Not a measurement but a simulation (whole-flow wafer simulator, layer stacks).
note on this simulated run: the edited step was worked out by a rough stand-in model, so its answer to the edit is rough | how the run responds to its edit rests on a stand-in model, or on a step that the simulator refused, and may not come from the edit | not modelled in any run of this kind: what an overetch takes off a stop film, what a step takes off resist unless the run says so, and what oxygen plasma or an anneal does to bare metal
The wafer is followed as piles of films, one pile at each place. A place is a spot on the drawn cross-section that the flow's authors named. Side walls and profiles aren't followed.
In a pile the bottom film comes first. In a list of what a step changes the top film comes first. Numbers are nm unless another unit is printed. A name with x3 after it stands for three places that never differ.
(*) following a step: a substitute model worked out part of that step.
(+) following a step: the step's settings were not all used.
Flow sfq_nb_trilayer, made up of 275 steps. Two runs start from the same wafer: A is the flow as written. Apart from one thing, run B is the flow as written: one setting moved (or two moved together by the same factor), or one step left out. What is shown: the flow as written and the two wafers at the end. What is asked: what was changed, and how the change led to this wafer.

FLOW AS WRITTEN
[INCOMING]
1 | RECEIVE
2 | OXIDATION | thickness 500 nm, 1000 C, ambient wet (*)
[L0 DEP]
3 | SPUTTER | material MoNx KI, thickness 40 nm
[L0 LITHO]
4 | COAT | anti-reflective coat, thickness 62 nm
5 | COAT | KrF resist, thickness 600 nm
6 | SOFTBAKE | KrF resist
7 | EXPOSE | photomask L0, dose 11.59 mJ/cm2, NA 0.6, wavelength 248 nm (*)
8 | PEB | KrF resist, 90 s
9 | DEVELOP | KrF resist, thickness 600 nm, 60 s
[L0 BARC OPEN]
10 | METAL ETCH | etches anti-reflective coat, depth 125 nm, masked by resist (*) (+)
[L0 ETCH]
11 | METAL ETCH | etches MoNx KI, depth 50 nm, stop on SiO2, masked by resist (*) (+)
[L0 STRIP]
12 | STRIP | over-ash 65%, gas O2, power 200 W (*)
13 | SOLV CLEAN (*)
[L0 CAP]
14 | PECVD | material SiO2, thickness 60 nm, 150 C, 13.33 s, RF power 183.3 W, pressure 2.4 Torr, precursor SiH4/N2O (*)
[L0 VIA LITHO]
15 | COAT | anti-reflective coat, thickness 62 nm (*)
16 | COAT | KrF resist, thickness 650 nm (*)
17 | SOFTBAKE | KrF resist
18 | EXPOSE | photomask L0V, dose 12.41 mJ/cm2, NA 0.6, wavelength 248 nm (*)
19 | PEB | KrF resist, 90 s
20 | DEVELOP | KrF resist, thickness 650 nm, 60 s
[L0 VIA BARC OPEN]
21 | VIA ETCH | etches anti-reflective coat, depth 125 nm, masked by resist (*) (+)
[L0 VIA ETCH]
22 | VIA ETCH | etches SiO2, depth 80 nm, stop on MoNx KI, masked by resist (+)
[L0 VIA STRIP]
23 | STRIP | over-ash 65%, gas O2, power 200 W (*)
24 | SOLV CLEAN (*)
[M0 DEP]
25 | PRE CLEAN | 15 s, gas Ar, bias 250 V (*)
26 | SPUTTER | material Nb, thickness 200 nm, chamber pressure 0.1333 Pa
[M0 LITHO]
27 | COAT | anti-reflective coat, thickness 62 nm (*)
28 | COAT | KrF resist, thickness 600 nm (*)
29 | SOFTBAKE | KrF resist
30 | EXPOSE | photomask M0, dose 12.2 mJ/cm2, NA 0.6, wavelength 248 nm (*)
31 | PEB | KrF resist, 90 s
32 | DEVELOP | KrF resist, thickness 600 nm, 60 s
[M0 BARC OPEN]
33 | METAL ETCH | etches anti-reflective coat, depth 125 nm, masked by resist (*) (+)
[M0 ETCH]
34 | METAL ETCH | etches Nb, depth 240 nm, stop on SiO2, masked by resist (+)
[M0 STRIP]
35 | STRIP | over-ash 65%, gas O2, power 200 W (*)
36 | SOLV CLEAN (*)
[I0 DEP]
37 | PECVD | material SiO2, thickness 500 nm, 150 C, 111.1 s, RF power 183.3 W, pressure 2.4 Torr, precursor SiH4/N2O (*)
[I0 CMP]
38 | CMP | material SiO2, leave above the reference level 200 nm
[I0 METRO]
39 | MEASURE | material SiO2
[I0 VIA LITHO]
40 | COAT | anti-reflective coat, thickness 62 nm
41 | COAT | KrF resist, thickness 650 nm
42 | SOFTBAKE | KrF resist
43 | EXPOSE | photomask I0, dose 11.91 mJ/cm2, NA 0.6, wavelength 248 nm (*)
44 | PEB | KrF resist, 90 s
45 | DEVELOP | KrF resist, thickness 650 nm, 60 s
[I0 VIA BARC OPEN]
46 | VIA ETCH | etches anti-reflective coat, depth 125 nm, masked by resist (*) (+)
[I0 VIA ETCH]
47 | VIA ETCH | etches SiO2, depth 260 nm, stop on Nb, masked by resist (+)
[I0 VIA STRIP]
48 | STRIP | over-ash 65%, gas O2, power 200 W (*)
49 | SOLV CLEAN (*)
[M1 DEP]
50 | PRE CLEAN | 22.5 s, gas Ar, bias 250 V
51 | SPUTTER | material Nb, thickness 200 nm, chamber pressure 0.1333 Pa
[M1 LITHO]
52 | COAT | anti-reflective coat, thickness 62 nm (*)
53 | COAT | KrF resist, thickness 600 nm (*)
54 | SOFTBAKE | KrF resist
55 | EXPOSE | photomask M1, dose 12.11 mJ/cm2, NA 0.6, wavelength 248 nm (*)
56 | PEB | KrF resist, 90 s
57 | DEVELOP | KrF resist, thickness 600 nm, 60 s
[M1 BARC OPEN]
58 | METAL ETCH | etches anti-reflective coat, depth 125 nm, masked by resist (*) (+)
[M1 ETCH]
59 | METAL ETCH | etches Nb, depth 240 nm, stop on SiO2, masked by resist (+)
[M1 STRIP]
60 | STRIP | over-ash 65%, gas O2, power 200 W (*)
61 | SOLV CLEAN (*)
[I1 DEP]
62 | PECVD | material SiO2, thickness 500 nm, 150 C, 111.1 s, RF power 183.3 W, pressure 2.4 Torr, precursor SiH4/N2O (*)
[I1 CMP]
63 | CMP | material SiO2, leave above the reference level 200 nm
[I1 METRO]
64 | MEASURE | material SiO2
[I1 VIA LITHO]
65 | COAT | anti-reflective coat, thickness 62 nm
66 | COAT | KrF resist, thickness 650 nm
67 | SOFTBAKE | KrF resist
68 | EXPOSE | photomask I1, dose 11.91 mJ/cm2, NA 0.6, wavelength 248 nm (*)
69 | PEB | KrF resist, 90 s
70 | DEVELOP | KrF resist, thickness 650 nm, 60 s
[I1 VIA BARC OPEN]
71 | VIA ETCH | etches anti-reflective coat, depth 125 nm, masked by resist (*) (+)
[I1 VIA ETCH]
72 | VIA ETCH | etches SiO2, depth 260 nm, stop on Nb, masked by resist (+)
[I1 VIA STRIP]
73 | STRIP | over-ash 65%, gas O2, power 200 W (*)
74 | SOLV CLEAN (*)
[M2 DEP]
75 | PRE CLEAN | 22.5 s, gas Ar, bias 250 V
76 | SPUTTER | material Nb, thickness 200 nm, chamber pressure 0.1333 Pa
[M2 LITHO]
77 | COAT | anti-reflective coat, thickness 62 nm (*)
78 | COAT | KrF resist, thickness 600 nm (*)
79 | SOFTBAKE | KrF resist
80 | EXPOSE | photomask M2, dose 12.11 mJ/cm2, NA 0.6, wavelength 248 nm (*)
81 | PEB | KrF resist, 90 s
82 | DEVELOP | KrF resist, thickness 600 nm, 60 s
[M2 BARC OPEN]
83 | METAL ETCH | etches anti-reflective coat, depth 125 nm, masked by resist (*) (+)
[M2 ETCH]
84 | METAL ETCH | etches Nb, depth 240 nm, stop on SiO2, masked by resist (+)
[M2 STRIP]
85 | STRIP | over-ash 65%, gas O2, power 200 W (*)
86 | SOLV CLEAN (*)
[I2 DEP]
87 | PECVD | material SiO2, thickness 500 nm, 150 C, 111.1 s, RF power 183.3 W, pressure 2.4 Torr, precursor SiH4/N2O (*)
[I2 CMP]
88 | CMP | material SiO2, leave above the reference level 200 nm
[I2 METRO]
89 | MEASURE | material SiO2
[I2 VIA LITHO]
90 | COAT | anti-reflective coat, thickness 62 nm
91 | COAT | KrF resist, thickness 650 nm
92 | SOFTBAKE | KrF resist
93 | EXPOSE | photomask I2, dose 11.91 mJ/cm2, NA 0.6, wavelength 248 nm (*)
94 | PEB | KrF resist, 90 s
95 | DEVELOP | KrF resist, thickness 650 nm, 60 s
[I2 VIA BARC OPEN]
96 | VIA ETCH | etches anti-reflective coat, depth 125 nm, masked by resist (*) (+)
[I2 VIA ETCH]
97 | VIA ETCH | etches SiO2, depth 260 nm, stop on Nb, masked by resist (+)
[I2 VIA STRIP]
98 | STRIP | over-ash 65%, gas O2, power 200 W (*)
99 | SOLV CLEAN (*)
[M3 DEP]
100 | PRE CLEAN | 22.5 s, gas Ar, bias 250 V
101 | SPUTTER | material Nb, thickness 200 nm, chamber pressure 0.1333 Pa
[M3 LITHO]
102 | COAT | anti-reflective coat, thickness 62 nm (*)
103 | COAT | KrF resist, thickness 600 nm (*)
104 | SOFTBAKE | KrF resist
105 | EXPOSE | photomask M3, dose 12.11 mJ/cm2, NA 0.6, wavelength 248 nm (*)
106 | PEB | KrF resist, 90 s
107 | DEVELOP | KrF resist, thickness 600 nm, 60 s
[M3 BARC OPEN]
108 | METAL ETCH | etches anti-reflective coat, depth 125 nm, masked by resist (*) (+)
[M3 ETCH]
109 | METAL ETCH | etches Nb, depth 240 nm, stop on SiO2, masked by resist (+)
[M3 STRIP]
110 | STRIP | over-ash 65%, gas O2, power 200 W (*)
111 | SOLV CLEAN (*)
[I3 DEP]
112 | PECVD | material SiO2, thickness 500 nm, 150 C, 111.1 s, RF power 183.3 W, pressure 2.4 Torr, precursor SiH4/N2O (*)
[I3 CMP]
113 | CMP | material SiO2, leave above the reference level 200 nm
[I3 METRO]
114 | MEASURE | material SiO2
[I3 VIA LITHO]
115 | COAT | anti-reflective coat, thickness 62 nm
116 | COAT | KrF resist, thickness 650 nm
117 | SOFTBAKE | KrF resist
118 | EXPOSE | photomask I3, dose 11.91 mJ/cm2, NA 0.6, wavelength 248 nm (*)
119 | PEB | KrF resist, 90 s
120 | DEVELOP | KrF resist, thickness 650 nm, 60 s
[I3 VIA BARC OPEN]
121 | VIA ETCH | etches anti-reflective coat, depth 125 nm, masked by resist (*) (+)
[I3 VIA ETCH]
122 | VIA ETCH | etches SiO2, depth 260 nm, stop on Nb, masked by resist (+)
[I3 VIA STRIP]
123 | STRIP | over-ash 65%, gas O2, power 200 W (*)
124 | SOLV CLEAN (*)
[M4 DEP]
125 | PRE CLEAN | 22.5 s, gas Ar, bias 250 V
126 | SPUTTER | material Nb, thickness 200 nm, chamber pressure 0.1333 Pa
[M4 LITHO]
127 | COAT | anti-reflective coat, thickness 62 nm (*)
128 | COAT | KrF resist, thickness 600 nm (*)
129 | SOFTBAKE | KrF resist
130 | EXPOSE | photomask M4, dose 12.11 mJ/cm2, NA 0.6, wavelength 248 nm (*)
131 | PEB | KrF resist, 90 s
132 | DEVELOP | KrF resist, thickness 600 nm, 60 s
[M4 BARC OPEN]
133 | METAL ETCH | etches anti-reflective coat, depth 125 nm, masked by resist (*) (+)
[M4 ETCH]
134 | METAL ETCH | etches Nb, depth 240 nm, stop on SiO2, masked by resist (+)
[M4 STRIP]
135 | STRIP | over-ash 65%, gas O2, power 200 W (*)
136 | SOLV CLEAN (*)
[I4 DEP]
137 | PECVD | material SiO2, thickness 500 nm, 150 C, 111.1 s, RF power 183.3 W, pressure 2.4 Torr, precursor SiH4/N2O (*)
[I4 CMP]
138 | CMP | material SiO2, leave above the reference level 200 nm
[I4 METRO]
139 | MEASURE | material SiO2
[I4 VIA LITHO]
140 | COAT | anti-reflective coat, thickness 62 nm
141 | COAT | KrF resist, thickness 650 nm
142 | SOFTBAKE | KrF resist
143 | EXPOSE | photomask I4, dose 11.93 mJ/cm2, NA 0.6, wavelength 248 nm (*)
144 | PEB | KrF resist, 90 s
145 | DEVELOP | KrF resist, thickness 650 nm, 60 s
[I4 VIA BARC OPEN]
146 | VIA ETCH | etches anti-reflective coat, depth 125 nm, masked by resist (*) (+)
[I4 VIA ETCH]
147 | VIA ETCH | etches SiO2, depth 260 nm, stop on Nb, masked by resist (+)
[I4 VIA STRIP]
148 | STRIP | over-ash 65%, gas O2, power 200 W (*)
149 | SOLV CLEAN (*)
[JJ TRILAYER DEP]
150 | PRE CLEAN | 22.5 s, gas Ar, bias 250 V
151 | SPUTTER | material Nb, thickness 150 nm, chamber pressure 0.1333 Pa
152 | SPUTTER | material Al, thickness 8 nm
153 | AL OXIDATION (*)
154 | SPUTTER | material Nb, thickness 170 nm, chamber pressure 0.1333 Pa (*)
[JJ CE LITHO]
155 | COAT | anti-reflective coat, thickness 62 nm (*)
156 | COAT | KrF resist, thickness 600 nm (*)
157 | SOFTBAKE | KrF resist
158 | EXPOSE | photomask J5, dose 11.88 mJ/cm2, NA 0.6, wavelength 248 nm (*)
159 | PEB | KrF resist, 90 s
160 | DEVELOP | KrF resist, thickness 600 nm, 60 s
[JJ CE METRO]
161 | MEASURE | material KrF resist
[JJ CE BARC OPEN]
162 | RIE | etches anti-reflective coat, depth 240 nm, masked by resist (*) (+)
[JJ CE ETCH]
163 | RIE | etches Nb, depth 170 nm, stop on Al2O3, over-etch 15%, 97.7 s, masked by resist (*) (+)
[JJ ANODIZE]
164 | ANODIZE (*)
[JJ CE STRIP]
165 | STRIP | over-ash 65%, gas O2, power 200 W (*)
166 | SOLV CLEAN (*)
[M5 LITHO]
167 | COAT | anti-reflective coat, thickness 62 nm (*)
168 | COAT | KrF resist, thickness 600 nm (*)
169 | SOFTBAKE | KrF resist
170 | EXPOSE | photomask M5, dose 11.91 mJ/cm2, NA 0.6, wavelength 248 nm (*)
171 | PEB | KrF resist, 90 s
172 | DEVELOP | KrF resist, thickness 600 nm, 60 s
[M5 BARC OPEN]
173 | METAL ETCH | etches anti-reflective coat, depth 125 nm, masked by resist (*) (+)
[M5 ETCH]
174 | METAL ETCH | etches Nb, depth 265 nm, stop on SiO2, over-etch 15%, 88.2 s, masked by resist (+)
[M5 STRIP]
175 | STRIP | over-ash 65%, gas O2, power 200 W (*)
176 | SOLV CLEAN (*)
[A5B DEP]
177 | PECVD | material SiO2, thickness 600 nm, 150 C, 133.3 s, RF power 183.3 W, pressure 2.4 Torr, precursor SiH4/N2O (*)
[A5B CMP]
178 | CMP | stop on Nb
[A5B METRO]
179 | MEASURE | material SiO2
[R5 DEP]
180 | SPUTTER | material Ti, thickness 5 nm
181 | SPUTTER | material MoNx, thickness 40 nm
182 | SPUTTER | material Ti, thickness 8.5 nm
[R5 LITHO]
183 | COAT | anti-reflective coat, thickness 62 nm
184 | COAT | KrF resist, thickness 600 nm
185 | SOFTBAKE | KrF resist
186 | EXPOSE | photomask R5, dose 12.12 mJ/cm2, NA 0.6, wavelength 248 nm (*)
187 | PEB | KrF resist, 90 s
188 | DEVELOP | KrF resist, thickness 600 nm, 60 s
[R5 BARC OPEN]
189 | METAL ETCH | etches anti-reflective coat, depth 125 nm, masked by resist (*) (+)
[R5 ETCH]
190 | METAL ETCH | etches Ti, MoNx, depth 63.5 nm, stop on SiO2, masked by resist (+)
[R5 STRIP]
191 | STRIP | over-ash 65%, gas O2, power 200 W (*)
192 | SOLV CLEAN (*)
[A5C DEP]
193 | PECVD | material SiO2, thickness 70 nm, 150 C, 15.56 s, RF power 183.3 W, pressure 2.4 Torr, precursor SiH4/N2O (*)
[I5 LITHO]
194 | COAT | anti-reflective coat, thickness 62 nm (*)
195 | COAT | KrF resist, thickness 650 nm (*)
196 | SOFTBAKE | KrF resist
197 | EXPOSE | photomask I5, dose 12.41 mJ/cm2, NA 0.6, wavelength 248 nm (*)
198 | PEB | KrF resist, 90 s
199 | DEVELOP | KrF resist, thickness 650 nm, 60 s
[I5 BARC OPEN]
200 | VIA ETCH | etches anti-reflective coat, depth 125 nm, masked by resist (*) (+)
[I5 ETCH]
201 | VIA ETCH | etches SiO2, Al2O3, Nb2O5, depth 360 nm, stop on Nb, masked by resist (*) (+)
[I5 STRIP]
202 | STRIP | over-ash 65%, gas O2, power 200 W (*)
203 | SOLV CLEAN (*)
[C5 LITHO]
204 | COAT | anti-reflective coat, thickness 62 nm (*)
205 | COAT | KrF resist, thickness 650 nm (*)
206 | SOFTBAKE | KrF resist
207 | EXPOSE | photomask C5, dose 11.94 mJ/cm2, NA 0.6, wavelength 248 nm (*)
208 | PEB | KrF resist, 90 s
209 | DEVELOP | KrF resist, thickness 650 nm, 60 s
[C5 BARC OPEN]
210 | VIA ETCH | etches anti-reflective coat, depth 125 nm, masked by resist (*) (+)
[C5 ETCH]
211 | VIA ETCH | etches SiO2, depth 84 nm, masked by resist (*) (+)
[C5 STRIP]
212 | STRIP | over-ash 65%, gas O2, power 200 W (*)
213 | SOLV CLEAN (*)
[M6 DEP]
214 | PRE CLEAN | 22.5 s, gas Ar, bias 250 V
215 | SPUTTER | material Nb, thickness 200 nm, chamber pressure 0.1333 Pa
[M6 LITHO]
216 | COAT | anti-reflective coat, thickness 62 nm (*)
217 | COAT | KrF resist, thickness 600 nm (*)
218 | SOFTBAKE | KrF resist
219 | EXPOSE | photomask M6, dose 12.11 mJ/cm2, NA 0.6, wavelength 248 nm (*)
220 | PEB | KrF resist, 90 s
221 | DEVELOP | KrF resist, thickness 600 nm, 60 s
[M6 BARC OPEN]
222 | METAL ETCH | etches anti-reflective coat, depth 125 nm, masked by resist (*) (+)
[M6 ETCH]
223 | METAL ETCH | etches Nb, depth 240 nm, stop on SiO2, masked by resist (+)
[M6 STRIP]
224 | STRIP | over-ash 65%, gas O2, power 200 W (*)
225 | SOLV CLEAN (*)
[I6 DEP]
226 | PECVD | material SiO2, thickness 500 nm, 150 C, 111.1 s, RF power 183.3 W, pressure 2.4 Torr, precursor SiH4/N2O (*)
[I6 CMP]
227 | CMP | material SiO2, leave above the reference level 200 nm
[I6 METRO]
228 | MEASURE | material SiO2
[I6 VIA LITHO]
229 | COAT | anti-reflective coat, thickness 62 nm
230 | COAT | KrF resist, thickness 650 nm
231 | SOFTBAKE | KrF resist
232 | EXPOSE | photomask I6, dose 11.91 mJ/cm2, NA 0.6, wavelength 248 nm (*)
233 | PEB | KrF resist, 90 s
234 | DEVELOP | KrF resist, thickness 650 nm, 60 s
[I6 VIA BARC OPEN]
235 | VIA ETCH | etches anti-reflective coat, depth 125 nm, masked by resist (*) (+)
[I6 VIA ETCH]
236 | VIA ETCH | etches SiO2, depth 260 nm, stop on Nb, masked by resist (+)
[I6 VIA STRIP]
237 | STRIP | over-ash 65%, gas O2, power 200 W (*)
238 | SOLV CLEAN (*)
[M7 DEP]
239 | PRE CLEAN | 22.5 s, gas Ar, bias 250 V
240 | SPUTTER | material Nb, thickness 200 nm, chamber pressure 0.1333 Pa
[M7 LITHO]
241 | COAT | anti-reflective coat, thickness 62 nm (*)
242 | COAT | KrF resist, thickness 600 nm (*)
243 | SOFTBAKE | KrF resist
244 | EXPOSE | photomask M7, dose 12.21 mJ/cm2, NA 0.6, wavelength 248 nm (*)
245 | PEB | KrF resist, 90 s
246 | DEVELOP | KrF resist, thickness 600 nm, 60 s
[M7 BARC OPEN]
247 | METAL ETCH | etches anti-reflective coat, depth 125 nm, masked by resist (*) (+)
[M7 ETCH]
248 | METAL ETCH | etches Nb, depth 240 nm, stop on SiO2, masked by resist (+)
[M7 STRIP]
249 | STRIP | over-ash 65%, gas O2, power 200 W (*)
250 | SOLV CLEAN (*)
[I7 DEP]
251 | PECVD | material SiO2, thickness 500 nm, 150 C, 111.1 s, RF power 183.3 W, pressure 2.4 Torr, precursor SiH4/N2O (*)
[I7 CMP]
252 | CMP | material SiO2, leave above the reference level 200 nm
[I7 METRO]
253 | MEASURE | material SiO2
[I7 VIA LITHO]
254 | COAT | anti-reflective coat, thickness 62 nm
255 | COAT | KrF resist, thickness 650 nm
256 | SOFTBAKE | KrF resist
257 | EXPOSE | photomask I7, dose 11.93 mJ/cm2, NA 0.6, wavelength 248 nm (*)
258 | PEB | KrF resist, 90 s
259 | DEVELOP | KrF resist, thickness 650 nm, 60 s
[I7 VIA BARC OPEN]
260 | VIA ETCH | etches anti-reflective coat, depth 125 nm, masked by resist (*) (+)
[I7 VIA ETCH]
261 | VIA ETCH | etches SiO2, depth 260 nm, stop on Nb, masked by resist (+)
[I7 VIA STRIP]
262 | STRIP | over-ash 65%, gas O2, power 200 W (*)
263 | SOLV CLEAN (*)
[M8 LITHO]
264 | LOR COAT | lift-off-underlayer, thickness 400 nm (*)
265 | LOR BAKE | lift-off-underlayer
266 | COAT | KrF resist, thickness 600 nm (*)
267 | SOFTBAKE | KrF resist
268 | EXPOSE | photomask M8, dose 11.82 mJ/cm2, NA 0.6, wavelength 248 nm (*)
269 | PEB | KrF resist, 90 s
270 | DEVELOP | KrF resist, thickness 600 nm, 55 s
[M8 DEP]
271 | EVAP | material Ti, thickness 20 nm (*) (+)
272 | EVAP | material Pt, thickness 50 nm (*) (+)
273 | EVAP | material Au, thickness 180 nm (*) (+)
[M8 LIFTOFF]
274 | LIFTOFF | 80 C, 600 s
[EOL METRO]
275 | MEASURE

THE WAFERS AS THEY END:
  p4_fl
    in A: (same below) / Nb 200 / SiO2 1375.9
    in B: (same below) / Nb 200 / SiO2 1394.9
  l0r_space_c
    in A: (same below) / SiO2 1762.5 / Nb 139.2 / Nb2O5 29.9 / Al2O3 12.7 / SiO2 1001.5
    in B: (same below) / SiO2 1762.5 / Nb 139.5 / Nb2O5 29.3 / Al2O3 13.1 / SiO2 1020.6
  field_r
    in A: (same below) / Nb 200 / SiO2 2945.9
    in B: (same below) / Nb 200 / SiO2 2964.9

Cause: step 154, SPUTTER: thickness 189 nm was run, though the flow has thickness 170 nm.

How this came from the change, step by step:
  154 | SPUTTER | material Nb, thickness 170 nm, chamber pressure 0.1333 Pa (*)
      field_l, v_sur, via_sp and 100 more: A Nb gains 170 (new film) | B Nb gains 189 (new film)
      via_wl, via_wr: A Nb gains 140.7 (new film) | B Nb gains 156.6 (new film)
      (as well as at 1 more place)
  155 | COAT | anti-reflective coat, thickness 62 nm (*)
      via_wl, via_wr: A anti-reflective coat gains 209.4 (new film) | B anti-reflective coat gains 214.7 (new film)
  162 | RIE | etches anti-reflective coat, depth 240 nm, masked by resist (*) (+)
      ce_l, c5j, ce_r, wl_jj: A KrF resist loses 209.4 | B KrF resist loses 214.7
      via_wl, via_wr: A anti-reflective coat loses 209.4 (all of it) | B anti-reflective coat loses 214.7 (all of it)
  163 | RIE | etches Nb, depth 170 nm, stop on Al2O3, over-etch 15%, 97.7 s, masked by resist (*) (+)
      field_l, v_sur, via_sp and 96 more: A Nb loses 170 (all of it), Al2O3 loses 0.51 | B Nb loses 189 (all of it), Al2O3 loses 0.13
      via_wl, via_wr: A Nb loses 140.7 (all of it), Al2O3 loses 0.96 (all of it) | B Nb loses 156.6 (all of it), Al2O3 loses 0.96 (all of it)
      (as well as at 1 more place)
  164 | ANODIZE (*)
      field_l, v_sur, via_sp and 96 more: A Al2O3 gains 12.2, Nb2O5 gains 29.9 (new film), Al loses 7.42 (all of it), Nb loses 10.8 | B Al2O3 gains 12.2, Nb2O5 gains 29.3 (new film), Al loses 7.42 (all of it), Nb loses 10.5
  165 | STRIP | over-ash 65%, gas O2, power 200 W (*)
      ce_l: A KrF resist loses 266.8 (all of it), anti-reflective coat loses 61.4 (all of it) | B KrF resist loses 261.4 (all of it), anti-reflective coat loses 61.4 (all of it)
      c5j: A KrF resist loses 266.9 (all of it), anti-reflective coat loses 61.5 (all of it) | B KrF resist loses 261.5 (all of it), anti-reflective coat loses 61.5 (all of it)
  167 | COAT | anti-reflective coat, thickness 62 nm (*)
      wl_j_sl, wl_j_sr: A anti-reflective coat gains 83.3 (new film) | B anti-reflective coat gains 85.9 (new film)
      jj_sur: A anti-reflective coat gains 82.6 (new film) | B anti-reflective coat gains 84.9 (new film)
      (as well as at 5 more places)
  168 | COAT | KrF resist, thickness 600 nm (*)
      ce_l: A KrF resist gains 528.3 (new film) | B KrF resist gains 516.6 (new film)
      c5j: A KrF resist gains 507.6 (new film) | B KrF resist gains 497 (new film)
      (as well as at 2 more places)
  174 | METAL ETCH | etches Nb, depth 265 nm, stop on SiO2, over-etch 15%, 88.2 s, masked by resist (+)
      field_l, r_sur, res and 50 more: A Al2O3 loses 12.6 (all of it), Nb2O5 loses 29.9 (all of it), Nb loses 139.2 (all of it), SiO2 loses 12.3 | B Al2O3 loses 13 (all of it), Nb2O5 loses 29.3 (all of it), Nb loses 139.5 (all of it), SiO2 loses 12.3
  175 | STRIP | over-ash 65%, gas O2, power 200 W (*)
      jj_sur: A KrF resist loses 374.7 (all of it), anti-reflective coat loses 82.6 (all of it) | B KrF resist loses 376.4 (all of it), anti-reflective coat loses 84.9 (all of it)
      ce_l: A KrF resist loses 299.6 (all of it), anti-reflective coat loses 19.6 (all of it) | B KrF resist loses 288 (all of it), anti-reflective coat loses 17.6 (all of it)
      (as well as at 6 more places)
  178 | CMP | stop on Nb
      v_sur, via_sp, via_v and 43 more: A SiO2 loses 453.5 | B SiO2 loses 434.4
      field_l, p4_fl, p4_fm and 39 more: A SiO2 loses 259.3 | B SiO2 loses 240.3
      (as well as at 14 more places)
  201 | VIA ETCH | etches SiO2, Al2O3, Nb2O5, depth 360 nm, stop on Nb, masked by resist (*) (+)
      be: A SiO2 loses 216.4 (all of it), Al2O3 loses 12.7 (all of it), Nb2O5 loses 29.9 (all of it) | B SiO2 loses 235.4 (all of it), Al2O3 loses 13.1 (all of it), Nb2O5 loses 29.3 (all of it)
  204 | COAT | anti-reflective coat, thickness 62 nm (*)
      be: A anti-reflective coat gains 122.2 (new film) | B anti-reflective coat gains 125 (new film)
  212 | STRIP | over-ash 65%, gas O2, power 200 W (*)
      be: A KrF resist loses 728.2 (all of it), anti-reflective coat loses 122.2 (all of it) | B KrF resist loses 741.6 (all of it), anti-reflective coat loses 125 (all of it)
  215 | SPUTTER | material Nb, thickness 200 nm, chamber pressure 0.1333 Pa
      be: A Nb gains 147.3 | B Nb gains 143.2
  216 | COAT | anti-reflective coat, thickness 62 nm (*)
      be: A anti-reflective coat gains 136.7 (new film) | B anti-reflective coat gains 140.3 (new film)
  ... 1 further step ...
  226 | PECVD | material SiO2, thickness 500 nm, 150 C, 111.1 s, RF power 183.3 W, pressure 2.4 Torr, precursor SiH4/N2O (*)
      be: A SiO2 gains 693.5 (new film) | B SiO2 gains 716.4 (new film)
